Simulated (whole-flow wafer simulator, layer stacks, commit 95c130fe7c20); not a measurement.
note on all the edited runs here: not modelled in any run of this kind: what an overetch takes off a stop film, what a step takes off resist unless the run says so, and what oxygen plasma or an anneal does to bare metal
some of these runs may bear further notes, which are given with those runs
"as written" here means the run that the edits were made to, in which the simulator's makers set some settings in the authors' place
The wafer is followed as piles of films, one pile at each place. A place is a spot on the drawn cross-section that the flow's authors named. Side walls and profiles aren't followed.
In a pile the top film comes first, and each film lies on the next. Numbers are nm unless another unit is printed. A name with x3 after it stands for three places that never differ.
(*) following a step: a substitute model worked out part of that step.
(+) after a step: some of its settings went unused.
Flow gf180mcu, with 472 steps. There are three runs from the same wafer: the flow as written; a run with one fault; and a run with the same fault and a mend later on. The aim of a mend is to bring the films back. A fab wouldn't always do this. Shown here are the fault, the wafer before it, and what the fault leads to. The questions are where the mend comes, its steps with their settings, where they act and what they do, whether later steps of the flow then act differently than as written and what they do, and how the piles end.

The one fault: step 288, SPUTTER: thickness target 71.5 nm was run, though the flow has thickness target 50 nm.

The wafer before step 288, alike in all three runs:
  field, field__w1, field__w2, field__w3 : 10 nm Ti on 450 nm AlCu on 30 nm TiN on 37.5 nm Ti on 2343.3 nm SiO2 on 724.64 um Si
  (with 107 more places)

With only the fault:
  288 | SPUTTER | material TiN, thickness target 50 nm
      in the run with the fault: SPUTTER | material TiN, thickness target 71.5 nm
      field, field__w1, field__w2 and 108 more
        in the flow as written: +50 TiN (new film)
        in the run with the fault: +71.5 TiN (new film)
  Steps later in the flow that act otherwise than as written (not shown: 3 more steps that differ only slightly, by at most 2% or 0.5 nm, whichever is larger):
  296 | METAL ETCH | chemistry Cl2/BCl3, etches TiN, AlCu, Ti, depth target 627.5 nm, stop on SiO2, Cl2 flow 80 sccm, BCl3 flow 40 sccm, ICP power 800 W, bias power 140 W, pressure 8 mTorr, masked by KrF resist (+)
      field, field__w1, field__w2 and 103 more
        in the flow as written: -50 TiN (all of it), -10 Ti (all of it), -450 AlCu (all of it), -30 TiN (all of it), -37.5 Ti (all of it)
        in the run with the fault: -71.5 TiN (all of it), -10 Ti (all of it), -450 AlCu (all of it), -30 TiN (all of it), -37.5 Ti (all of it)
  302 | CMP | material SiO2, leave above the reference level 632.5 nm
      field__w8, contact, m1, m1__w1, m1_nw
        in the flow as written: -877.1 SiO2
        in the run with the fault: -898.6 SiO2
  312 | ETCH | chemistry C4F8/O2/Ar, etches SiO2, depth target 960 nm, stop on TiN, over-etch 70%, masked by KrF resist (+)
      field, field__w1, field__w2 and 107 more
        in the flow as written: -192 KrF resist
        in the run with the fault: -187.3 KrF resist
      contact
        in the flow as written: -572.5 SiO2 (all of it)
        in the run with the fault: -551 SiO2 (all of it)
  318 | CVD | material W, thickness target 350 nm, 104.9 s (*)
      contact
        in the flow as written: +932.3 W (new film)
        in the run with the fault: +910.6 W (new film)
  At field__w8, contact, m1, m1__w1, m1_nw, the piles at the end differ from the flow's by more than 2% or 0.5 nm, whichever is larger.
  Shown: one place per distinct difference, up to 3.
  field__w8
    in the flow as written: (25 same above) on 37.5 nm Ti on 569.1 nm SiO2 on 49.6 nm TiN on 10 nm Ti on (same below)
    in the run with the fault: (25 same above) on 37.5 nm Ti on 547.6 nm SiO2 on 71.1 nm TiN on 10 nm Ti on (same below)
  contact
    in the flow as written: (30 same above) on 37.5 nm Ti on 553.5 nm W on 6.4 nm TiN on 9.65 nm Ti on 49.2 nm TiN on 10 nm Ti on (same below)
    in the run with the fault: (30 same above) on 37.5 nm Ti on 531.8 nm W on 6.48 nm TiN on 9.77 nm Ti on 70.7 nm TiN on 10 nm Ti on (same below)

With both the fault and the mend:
  After step 295 comes the mend.
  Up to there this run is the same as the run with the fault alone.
  295a | STRIP | chemistry O2/N2, power 2160 W, pressure 1700 mTorr (*)
      field__w8, contact, m1, m1__w1, m1_nw
        -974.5 KrF resist (all of it)
  295b | METAL ETCH | chemistry Cl2/BCl3, etches TiN, AlCu, Ti, depth target 21.5 nm, Cl2 flow 80 sccm, BCl3 flow 40 sccm, ICP power 800 W, bias power 140 W, pressure 8 mTorr (the flow's step 260 again, with other settings)
      field, field__w1, field__w2 and 108 more
        -21.5 TiN
  295c | HMDS | 120 C, 60 s (the flow's step 290 again)
      alters no film at any place that is followed
  295d | COAT | KrF resist, thickness 1000 nm (the flow's step 291 again)
      field, field__w1, field__w2 and 108 more
        +1000 KrF resist (new film)
  295e | SOFTBAKE | KrF resist (the flow's step 292 again)
      alters no film at any place that is followed
  295f | EXPOSE | photomask Metal2 (the flow's step 293 again)
      alters no film at any place that is followed
  295g | PEB | KrF resist, 135 C, 90 s (the flow's step 294 again)
      field, field__w1, field__w2 and 108 more
        -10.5 KrF resist
  295h | DEVELOP | thickness 1000 nm, 60 s (the flow's step 295 again)
      field, field__w1, field__w2 and 103 more
        -989.5 KrF resist (all of it)
      field__w8, contact, m1, m1__w1, m1_nw
        -14.9 KrF resist
  None of the later steps of the flow acts differently than as written at any place that is followed.
  The piles end the same as the flow's at every place that both follow.
